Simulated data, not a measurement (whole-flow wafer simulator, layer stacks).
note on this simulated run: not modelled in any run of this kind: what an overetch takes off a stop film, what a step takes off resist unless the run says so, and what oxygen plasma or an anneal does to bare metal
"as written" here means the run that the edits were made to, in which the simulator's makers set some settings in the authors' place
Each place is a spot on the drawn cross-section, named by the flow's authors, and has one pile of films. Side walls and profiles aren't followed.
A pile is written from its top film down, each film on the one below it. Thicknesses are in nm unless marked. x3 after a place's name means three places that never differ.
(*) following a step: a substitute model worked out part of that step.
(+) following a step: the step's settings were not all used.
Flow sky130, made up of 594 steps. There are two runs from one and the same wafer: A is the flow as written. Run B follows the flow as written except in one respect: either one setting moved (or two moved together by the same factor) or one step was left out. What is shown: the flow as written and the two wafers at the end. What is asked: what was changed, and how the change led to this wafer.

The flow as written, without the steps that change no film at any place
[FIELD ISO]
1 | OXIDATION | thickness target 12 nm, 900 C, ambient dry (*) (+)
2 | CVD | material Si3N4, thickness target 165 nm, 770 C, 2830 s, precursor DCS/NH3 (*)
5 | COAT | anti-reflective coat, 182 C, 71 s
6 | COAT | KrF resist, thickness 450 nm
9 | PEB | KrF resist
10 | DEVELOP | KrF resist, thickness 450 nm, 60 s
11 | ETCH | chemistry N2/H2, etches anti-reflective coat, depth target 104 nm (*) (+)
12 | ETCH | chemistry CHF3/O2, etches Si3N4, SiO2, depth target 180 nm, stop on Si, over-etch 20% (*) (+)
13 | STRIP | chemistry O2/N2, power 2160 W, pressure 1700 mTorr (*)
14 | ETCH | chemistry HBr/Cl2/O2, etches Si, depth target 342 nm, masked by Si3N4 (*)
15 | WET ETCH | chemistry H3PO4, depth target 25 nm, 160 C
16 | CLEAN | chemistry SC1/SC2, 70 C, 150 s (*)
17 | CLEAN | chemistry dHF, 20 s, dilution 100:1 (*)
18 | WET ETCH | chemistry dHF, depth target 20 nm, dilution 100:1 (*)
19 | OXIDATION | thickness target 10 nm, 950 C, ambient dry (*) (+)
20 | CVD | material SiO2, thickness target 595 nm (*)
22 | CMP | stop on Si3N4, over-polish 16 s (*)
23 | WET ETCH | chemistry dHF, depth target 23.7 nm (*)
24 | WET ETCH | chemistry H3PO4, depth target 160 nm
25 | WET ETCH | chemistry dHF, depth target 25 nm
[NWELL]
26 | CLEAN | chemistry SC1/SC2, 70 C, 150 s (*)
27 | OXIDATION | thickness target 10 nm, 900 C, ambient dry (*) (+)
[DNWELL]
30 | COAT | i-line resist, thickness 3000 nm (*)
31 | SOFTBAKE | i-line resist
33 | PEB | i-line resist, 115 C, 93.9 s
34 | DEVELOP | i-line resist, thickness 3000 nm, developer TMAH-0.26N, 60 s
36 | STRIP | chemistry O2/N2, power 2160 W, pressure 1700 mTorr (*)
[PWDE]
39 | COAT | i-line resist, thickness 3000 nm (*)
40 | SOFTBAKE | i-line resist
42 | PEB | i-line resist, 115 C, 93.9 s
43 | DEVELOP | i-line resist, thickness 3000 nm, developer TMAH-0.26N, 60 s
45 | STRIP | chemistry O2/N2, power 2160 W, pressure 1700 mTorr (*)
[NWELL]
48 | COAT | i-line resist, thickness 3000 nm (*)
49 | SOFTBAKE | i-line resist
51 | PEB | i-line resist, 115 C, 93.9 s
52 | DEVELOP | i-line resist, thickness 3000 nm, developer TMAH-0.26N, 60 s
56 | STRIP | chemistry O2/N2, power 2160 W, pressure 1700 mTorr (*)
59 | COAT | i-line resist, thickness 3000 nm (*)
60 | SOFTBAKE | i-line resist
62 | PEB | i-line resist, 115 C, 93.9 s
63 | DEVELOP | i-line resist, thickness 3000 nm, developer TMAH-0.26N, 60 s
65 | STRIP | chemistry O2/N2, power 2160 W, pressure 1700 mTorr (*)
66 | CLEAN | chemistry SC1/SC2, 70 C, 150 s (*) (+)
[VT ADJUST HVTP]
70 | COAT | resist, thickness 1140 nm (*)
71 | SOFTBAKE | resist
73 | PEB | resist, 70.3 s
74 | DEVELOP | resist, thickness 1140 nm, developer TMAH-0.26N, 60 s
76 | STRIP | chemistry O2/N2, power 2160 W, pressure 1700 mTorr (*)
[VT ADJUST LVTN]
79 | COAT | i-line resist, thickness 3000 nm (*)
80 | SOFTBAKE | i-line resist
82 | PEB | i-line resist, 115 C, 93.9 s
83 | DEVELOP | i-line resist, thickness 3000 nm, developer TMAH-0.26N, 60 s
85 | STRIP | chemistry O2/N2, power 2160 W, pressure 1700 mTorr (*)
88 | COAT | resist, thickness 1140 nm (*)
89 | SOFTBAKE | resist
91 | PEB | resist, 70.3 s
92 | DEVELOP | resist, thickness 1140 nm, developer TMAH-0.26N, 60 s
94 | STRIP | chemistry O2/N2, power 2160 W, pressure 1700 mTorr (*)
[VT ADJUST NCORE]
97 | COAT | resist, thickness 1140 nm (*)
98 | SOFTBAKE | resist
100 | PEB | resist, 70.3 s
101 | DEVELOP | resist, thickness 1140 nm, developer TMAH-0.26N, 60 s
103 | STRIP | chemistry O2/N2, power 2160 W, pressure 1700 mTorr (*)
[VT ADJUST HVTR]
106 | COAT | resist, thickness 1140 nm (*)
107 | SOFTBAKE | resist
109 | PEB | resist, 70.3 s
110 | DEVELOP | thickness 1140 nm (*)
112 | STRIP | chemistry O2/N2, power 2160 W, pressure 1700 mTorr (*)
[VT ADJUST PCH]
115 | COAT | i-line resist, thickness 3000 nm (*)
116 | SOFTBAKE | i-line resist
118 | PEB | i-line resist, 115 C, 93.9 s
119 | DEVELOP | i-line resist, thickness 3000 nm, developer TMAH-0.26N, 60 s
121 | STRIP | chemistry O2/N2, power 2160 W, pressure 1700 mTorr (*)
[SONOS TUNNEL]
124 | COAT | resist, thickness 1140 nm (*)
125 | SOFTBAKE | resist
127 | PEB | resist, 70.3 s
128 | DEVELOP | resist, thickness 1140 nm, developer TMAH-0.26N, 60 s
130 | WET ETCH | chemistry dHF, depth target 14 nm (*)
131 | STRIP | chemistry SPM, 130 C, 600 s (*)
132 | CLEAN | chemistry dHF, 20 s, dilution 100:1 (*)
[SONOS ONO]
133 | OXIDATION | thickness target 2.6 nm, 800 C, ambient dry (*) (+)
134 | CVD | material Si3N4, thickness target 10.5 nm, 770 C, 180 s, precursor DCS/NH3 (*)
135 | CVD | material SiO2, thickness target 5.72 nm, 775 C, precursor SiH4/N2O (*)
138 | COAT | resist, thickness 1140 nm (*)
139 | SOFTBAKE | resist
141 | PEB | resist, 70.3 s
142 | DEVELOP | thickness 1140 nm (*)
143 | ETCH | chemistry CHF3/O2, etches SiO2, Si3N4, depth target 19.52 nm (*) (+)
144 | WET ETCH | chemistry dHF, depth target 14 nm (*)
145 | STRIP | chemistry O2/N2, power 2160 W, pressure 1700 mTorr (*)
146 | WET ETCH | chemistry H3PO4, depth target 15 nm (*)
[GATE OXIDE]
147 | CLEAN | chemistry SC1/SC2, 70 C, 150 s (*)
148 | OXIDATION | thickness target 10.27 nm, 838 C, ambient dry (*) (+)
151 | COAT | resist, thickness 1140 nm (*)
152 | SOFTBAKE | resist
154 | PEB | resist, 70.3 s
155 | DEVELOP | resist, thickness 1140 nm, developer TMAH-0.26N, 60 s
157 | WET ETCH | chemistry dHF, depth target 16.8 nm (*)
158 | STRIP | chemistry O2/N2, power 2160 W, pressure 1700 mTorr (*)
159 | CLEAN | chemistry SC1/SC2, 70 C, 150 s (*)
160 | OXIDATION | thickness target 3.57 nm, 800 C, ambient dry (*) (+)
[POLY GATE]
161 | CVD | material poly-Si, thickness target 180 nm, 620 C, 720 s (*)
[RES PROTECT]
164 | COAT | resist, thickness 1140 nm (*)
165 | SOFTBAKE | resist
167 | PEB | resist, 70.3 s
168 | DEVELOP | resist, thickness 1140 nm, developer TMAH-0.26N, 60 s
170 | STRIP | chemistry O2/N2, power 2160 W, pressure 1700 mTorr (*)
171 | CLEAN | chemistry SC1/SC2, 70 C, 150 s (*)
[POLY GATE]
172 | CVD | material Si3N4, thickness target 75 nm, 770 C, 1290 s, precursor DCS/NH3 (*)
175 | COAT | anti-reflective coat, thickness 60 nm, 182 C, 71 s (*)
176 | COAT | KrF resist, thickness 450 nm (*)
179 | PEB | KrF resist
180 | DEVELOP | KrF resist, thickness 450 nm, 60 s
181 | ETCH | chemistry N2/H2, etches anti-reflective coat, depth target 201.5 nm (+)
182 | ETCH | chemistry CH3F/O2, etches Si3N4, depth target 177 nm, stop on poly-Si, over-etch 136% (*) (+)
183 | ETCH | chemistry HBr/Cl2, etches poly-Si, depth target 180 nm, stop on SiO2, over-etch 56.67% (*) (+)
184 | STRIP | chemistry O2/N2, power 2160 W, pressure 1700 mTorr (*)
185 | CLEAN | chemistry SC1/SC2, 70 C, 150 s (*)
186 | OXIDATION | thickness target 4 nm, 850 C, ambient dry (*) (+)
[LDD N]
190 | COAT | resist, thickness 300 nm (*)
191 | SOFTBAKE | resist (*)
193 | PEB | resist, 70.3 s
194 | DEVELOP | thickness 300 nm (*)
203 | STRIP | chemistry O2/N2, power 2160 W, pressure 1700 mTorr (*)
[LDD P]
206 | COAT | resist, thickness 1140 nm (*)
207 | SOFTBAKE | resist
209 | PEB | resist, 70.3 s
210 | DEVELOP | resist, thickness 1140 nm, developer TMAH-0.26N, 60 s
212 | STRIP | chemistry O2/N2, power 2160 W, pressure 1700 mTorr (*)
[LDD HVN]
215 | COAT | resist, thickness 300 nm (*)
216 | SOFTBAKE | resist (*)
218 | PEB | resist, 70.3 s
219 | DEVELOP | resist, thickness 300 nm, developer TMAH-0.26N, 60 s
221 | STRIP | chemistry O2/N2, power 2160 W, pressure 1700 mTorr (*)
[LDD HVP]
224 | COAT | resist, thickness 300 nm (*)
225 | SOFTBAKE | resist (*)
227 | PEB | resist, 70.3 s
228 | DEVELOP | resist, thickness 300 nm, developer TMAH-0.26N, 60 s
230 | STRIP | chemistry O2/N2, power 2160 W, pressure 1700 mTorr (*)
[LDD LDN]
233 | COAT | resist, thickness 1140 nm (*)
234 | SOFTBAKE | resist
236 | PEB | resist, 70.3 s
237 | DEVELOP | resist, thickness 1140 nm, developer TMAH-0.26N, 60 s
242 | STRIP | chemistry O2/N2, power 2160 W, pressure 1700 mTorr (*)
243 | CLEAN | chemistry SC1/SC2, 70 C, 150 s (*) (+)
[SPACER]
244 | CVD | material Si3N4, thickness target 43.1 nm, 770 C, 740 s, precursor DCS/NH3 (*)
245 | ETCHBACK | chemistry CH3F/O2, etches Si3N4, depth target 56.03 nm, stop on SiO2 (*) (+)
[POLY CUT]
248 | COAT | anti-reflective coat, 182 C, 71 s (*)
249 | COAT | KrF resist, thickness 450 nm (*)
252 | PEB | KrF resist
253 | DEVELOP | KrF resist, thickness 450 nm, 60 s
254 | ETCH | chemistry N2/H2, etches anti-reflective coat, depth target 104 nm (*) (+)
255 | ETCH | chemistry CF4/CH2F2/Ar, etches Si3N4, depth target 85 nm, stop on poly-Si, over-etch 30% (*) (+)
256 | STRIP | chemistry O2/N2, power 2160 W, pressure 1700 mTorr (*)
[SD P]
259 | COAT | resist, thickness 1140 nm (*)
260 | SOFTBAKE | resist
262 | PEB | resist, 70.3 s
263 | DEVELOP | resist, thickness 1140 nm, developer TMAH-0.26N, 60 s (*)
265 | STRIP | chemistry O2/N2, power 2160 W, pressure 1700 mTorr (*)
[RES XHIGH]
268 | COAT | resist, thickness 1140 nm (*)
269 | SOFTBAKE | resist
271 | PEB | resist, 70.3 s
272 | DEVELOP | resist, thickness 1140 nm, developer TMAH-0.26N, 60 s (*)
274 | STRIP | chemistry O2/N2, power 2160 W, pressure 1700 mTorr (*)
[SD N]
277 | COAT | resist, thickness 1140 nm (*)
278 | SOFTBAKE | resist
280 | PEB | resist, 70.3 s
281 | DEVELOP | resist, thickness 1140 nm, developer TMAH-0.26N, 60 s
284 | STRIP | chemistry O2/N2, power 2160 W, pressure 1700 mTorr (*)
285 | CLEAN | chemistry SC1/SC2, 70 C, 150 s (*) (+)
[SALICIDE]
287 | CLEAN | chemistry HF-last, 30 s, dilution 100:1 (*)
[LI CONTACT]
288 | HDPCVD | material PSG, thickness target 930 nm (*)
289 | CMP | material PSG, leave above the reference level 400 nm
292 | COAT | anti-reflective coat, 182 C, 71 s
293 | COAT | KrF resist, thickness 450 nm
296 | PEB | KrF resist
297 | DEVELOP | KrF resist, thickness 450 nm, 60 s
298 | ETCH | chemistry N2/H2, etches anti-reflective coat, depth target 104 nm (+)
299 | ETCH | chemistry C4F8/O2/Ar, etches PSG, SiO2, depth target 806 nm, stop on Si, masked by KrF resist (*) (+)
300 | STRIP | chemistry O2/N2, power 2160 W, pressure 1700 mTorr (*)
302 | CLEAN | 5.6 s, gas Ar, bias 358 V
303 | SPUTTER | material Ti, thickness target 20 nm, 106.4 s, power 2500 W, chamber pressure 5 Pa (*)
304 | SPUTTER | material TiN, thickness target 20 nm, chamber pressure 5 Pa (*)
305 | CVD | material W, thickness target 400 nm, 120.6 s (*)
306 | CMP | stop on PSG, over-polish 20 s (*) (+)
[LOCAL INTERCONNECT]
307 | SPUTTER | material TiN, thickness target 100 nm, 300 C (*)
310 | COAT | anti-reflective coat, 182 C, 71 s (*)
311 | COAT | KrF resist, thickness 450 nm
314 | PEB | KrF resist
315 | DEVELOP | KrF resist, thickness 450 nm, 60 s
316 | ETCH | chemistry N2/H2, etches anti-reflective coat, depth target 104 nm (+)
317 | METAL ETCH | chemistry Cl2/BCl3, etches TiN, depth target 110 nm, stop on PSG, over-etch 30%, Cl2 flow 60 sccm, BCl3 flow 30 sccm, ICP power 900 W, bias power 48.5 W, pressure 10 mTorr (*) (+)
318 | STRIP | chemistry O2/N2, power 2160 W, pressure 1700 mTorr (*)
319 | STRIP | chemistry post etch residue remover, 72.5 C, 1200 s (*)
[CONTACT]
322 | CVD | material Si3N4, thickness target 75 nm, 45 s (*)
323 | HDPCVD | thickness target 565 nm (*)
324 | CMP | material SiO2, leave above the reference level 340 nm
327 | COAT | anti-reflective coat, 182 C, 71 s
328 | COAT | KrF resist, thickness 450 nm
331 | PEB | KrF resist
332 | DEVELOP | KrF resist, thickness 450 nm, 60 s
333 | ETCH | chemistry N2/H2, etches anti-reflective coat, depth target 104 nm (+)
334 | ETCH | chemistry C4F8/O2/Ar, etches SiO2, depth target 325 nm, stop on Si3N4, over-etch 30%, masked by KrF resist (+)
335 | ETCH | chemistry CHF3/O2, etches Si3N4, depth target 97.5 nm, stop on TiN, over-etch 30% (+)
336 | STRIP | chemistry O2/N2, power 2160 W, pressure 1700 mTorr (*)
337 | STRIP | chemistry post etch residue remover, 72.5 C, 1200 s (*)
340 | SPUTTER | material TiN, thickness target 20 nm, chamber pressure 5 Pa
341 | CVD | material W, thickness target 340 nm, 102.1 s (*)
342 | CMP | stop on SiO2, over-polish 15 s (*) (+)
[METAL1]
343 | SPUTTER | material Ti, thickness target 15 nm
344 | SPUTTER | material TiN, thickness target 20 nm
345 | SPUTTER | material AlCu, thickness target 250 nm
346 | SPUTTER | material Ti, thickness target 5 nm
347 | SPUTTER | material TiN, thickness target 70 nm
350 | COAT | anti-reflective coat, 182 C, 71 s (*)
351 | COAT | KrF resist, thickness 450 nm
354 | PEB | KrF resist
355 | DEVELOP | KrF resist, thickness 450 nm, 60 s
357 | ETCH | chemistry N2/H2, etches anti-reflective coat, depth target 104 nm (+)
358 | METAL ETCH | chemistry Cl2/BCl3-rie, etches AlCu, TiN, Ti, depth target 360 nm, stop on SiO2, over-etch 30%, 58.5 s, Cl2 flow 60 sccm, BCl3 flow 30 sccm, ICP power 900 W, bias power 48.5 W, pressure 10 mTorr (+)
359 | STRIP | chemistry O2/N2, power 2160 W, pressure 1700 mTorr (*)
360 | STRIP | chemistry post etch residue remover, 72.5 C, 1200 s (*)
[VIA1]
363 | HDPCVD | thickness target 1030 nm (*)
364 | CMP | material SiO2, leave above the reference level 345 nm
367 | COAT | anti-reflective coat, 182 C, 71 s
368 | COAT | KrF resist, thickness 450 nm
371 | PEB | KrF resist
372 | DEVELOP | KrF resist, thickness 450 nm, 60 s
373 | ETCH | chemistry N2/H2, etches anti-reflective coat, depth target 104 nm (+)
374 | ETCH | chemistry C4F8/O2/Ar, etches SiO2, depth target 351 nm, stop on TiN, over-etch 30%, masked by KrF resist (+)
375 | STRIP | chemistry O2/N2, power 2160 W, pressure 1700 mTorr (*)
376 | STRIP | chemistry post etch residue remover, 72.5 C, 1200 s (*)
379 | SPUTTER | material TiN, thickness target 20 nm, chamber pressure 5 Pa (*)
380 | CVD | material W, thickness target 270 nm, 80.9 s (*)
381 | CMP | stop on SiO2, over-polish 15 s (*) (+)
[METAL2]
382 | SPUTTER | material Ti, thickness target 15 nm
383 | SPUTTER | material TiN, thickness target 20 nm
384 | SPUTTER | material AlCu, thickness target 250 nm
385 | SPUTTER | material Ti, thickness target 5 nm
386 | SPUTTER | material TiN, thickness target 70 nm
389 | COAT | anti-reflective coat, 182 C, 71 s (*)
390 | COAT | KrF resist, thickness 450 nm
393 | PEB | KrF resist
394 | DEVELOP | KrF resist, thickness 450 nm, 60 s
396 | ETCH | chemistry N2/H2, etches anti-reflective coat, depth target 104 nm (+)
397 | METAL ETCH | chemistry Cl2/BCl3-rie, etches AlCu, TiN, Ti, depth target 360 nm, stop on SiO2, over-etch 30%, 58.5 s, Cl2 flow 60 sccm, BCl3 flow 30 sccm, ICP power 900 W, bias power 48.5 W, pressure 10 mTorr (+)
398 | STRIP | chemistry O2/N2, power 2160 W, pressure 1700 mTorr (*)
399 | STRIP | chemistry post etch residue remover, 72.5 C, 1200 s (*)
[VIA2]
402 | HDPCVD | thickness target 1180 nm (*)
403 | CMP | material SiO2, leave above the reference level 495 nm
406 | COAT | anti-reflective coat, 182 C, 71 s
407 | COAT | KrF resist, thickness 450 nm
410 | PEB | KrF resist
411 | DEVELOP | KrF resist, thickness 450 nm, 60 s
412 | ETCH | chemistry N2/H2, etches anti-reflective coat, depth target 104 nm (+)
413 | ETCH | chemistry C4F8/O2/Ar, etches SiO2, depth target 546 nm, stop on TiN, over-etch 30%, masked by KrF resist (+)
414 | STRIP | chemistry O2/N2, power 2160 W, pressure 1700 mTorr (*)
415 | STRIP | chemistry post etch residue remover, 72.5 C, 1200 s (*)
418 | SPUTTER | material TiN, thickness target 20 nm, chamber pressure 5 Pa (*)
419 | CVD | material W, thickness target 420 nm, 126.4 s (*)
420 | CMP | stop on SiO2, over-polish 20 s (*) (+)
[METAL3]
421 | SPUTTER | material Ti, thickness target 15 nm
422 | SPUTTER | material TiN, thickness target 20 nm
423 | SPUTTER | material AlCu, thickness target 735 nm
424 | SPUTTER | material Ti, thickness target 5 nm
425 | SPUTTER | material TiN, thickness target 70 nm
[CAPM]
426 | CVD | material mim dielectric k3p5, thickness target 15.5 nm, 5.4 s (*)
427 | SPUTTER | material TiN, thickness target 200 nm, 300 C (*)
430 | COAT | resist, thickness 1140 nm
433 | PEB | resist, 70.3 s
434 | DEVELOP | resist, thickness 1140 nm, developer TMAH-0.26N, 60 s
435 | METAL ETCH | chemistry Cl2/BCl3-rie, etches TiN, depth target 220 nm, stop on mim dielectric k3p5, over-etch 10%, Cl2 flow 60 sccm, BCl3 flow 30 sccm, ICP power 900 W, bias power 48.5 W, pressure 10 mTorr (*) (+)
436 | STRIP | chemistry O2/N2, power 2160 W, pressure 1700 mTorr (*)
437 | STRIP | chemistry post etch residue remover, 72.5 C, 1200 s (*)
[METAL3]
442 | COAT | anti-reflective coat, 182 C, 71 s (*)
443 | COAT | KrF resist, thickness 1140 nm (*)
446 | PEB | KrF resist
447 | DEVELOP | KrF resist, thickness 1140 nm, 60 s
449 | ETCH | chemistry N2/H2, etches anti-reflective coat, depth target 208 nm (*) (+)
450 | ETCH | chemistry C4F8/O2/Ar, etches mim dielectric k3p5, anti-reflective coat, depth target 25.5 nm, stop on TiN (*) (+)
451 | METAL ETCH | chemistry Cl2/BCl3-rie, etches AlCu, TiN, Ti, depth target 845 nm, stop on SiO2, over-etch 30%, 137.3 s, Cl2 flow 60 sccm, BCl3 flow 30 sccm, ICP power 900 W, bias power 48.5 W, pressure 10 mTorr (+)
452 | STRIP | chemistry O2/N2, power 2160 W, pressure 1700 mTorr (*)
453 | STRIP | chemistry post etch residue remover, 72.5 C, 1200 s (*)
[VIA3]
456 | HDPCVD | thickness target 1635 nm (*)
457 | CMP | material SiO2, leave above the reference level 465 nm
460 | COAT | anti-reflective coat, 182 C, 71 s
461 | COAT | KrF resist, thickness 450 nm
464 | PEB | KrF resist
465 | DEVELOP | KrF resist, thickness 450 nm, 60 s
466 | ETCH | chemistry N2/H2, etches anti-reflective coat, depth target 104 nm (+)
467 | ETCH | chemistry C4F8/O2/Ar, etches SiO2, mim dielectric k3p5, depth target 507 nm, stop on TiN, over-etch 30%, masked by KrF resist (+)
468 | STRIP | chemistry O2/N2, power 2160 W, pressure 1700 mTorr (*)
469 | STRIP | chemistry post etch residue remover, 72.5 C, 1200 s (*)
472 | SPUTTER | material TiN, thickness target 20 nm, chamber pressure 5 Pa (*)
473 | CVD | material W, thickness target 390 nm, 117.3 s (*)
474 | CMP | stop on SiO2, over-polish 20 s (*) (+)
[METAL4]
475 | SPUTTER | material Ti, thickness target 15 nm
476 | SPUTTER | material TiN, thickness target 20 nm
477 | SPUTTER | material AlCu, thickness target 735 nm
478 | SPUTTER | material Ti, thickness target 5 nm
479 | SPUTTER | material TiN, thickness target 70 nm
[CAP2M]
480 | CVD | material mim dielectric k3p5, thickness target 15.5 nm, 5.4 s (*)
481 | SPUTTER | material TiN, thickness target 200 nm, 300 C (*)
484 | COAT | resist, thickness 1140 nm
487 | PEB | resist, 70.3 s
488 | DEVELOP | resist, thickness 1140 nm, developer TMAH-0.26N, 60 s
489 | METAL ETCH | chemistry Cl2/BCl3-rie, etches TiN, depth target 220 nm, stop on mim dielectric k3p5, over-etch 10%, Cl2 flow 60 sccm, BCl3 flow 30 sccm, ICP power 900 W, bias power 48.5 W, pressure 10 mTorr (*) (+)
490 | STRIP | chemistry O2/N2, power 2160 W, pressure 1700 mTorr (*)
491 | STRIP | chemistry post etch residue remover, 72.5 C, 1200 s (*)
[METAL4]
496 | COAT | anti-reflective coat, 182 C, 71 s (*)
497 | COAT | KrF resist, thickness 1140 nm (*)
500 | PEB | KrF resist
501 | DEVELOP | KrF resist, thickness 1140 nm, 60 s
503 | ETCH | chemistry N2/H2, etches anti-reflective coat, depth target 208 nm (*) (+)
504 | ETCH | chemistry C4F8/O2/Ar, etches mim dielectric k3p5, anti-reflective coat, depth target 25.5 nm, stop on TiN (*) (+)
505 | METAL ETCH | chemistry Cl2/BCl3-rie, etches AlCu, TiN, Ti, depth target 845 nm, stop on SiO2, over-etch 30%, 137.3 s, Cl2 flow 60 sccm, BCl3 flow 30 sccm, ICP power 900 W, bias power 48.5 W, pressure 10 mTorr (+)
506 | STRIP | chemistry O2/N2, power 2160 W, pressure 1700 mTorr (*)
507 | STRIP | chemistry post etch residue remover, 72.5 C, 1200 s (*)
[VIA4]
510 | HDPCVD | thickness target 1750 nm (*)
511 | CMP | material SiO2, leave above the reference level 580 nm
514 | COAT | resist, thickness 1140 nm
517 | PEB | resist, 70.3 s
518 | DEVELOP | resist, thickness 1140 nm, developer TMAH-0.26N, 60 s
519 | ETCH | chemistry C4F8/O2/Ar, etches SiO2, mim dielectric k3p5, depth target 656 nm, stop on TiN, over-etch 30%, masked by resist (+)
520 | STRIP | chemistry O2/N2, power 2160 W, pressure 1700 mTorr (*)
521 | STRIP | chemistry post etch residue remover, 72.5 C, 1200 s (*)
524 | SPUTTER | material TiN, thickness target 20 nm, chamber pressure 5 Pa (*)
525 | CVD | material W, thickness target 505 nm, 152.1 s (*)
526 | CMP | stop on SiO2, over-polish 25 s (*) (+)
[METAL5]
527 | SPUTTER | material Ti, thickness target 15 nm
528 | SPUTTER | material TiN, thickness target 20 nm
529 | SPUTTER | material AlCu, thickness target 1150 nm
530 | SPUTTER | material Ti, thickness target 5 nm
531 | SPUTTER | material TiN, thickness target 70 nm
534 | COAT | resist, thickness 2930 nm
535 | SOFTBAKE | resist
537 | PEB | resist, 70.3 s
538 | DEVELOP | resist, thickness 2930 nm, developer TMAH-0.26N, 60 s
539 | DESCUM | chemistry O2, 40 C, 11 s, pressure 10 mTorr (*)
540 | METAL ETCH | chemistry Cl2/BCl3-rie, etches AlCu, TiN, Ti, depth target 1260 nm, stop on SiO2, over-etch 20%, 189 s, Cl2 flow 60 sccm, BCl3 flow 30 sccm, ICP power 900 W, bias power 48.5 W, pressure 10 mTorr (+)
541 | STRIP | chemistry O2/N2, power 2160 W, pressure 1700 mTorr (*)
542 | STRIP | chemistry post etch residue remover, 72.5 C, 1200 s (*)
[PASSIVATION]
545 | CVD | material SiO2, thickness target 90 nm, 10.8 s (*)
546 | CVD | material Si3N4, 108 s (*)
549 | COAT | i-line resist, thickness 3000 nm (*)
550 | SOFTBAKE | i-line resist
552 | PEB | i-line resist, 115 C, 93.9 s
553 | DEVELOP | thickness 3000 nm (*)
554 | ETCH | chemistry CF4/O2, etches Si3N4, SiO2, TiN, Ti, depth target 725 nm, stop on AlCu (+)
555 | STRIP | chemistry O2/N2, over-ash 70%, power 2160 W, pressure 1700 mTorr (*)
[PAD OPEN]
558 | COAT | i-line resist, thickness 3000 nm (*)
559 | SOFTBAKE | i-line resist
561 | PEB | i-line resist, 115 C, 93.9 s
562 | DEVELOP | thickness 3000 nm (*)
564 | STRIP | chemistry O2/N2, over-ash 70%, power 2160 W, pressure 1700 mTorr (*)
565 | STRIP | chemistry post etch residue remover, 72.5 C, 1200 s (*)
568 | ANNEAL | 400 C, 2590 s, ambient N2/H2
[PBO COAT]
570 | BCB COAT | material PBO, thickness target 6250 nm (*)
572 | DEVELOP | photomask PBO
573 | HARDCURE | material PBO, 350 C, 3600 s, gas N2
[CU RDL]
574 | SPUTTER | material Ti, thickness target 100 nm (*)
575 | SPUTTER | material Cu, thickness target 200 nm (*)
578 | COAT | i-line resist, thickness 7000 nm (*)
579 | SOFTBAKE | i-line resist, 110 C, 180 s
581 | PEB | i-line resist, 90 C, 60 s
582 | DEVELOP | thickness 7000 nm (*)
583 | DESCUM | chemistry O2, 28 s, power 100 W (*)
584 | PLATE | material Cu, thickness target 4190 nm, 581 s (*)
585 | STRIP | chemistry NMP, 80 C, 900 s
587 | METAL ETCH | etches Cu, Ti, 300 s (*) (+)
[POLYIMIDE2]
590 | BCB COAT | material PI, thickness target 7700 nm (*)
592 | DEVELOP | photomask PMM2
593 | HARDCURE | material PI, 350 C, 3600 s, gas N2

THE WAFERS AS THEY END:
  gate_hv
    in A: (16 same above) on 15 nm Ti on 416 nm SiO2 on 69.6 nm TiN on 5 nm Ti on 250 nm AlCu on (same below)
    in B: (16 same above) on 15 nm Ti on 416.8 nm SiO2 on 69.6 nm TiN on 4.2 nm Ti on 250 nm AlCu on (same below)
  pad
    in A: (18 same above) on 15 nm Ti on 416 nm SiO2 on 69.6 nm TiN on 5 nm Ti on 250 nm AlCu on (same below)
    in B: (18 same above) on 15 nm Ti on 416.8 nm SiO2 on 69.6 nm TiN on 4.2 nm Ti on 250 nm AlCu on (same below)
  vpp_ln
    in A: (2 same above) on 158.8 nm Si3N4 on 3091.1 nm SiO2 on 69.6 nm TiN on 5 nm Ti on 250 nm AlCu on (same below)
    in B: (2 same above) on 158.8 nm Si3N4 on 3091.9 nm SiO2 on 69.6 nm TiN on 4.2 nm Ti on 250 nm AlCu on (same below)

What caused this: step 385, SPUTTER: thickness target 4.2 nm was run, while the flow as written has thickness target 5 nm.
One can read it off the wafer: gate_hv has Ti 4.2, and step 385 as written asks for 5 nm.

How this came from the change, step by step:
  385 | SPUTTER | material Ti, thickness target 5 nm
      field, active, n_well and 188 more: A Ti gains 5 (new film) | B Ti gains 4.2 (new film)
  397 | METAL ETCH | chemistry Cl2/BCl3-rie, etches AlCu, TiN, Ti, depth target 360 nm, stop on SiO2, over-etch 30%, 58.5 s, Cl2 flow 60 sccm, BCl3 flow 30 sccm, ICP power 900 W, bias power 48.5 W, pressure 10 mTorr (+)
      field, active, gate and 82 more: A TiN loses 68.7 (all of it), Ti loses 5 (all of it), AlCu loses 250 (all of it), TiN loses 20 (all of it), Ti loses 15 (all of it), SiO2 loses 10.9 | B TiN loses 68.7 (all of it), Ti loses 4.2 (all of it), AlCu loses 250 (all of it), TiN loses 20 (all of it), Ti loses 15 (all of it), SiO2 loses 11
